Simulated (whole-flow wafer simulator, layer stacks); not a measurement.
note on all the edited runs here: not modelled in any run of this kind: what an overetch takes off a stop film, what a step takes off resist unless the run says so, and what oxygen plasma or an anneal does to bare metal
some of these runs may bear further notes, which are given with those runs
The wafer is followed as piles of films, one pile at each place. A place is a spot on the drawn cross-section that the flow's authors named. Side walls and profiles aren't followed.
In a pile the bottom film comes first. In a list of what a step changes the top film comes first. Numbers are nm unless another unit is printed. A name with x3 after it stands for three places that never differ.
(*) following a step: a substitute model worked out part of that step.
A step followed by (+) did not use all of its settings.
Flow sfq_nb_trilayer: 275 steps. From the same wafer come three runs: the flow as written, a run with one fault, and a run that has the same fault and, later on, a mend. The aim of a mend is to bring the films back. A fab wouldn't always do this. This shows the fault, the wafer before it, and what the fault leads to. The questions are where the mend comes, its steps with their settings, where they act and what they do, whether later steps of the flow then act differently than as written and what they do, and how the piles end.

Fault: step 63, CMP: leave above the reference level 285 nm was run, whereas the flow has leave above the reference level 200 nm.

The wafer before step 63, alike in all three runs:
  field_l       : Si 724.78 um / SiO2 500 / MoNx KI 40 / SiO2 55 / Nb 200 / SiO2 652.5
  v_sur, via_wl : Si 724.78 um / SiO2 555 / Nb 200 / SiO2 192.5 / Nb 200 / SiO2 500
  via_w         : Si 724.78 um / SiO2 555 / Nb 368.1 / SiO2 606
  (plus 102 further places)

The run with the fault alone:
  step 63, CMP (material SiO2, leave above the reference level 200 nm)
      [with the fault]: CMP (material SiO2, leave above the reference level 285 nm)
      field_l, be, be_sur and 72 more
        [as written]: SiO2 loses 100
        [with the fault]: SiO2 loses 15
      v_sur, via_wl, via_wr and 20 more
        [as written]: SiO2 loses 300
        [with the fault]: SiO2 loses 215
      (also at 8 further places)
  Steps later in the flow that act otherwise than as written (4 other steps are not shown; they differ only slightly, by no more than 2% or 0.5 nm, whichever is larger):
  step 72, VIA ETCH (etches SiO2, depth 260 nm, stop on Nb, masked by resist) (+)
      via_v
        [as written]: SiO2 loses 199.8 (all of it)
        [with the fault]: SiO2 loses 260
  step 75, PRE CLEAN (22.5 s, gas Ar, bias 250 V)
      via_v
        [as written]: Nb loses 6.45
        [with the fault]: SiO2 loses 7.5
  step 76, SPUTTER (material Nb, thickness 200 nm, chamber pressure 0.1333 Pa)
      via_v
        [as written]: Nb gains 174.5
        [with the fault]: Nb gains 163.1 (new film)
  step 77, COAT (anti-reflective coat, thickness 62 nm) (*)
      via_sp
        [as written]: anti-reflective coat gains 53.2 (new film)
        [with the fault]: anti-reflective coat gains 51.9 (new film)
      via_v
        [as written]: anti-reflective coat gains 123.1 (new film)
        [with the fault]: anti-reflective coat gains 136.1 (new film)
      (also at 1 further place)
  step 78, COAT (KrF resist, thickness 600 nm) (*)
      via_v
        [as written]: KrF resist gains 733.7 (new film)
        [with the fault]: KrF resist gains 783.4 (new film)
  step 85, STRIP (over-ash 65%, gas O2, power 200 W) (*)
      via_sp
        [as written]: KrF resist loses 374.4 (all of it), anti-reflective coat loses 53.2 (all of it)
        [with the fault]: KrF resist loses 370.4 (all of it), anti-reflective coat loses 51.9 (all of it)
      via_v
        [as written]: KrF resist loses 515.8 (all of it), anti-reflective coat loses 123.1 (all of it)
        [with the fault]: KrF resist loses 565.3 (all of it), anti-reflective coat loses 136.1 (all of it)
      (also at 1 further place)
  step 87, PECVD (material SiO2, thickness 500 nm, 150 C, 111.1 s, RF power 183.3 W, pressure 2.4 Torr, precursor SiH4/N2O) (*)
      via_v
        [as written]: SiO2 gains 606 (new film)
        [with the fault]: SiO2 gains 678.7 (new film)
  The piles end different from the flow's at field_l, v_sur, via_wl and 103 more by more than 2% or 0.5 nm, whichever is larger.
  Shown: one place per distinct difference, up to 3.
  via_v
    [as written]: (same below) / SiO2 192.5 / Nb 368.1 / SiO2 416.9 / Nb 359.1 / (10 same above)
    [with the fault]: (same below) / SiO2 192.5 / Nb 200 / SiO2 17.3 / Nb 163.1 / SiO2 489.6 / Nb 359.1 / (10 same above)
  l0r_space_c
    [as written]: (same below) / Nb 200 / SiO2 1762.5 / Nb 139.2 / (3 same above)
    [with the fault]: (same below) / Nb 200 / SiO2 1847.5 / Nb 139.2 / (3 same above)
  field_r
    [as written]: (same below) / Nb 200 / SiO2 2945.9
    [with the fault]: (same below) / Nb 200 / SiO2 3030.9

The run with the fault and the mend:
  The mend stands after step 70.
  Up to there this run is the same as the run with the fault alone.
  step 70a, STRIP (over-ash 65%, gas O2, power 200 W) (*)
      field_l, v_sur, via_wl and 102 more
        KrF resist loses 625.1 (all of it), anti-reflective coat loses 62 (all of it)
      via_v
        anti-reflective coat loses 62 (all of it)
  step 70b, CMP (material SiO2, leave above the reference level 200 nm) (the flow's step 63, run once more)
      field_l, v_sur, via_wl and 103 more
        SiO2 loses 85
  step 70c, COAT (anti-reflective coat, thickness 62 nm) (the flow's step 65, run once more)
      field_l, v_sur, via_wl and 103 more
        anti-reflective coat gains 62 (new film)
  step 70d, COAT (KrF resist, thickness 650 nm) (the flow's step 66, run once more)
      field_l, v_sur, via_wl and 103 more
        KrF resist gains 650 (new film)
  step 70e, SOFTBAKE (KrF resist) (the flow's step 67, run once more)
      does not change any film at any place that is followed
  step 70f, EXPOSE (photomask I1, dose 11.91 mJ/cm2, NA 0.6, wavelength 248 nm) (*) (the flow's step 68, run once more)
      does not change any film at any place that is followed
  step 70g, PEB (KrF resist, 90 s) (the flow's step 69, run once more)
      field_l, v_sur, via_wl and 103 more
        KrF resist loses 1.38
  step 70h, DEVELOP (KrF resist, thickness 650 nm, 60 s) (the flow's step 70, run once more)
      field_l, v_sur, via_wl and 102 more
        KrF resist loses 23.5
      via_v
        KrF resist loses 648.6 (all of it)
  Later steps of the flow that are run all act as written at every place that is followed.
  At every place that both follow, the piles at the end match the flow's.
